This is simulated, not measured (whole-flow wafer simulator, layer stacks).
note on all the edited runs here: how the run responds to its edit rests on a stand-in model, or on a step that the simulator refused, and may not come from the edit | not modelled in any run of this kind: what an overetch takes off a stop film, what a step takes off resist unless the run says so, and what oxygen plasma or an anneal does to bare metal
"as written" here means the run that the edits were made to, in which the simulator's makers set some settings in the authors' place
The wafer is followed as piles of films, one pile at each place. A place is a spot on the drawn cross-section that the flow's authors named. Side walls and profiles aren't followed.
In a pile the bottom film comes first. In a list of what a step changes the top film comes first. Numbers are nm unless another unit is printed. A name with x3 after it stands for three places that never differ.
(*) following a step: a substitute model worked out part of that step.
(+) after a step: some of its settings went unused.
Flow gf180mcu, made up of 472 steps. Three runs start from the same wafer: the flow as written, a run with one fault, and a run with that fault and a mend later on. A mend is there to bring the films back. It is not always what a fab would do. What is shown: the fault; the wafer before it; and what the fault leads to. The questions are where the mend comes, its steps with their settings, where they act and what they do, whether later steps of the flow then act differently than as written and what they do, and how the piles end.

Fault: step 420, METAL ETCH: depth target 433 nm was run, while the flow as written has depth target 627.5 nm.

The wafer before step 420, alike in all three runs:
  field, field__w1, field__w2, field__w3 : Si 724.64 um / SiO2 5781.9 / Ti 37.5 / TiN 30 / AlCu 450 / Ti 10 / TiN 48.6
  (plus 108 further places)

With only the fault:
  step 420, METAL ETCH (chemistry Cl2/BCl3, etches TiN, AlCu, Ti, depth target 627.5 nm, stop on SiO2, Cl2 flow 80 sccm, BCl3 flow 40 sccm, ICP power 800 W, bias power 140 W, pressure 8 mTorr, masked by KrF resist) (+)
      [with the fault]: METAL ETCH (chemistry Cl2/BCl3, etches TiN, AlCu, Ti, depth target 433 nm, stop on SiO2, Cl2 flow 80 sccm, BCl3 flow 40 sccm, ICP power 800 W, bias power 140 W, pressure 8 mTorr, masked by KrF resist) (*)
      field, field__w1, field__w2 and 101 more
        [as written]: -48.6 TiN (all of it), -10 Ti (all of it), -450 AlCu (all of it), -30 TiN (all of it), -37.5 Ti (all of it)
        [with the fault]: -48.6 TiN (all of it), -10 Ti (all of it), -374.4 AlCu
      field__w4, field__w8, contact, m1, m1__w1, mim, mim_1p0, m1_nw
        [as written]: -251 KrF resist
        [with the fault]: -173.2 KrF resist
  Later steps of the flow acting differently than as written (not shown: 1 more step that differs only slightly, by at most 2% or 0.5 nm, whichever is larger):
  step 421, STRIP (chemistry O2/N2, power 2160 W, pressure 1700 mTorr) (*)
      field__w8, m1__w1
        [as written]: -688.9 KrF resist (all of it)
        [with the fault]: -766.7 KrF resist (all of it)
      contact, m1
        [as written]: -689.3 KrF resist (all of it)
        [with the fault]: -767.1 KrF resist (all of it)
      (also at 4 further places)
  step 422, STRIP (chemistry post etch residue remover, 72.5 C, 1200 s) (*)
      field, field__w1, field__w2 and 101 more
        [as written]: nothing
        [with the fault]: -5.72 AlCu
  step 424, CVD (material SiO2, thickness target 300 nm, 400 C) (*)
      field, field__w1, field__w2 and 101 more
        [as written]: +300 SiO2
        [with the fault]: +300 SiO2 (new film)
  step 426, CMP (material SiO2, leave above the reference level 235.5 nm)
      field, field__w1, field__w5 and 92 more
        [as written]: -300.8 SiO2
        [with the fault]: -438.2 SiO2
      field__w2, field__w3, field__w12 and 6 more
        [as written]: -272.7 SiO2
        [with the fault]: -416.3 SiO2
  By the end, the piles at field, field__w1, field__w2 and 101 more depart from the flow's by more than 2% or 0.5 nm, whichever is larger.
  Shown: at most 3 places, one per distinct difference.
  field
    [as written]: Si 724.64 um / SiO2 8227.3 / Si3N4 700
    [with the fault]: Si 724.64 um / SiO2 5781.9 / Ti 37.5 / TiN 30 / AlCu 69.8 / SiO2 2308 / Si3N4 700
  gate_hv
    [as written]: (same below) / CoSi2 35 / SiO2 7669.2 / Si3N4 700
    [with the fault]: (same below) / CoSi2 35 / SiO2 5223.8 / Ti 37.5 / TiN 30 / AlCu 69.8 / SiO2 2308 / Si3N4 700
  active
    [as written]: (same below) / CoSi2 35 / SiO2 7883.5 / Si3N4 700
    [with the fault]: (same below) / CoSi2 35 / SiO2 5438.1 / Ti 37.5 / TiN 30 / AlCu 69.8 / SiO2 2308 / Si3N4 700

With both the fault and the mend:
  The mend follows step 420.
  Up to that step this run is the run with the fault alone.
  step 420a, METAL ETCH (chemistry Cl2/BCl3, etches TiN, AlCu, Ti, depth target 194.5 nm, stop on SiO2, Cl2 flow 80 sccm, BCl3 flow 40 sccm, ICP power 800 W, bias power 140 W, pressure 8 mTorr, masked by KrF resist) (+) (the flow's step 420, run once more with other settings)
      field, field__w1, field__w2 and 101 more
        -75.6 AlCu (all of it), -30 TiN (all of it), -37.5 Ti (all of it)
      field__w4, field__w8, contact, m1, m1__w1, mim, mim_1p0, m1_nw
        -77.8 KrF resist
  Later steps of the flow that are run all act as written at every place that is followed.
  By the end, the piles equal the flow's at every place that both follow.
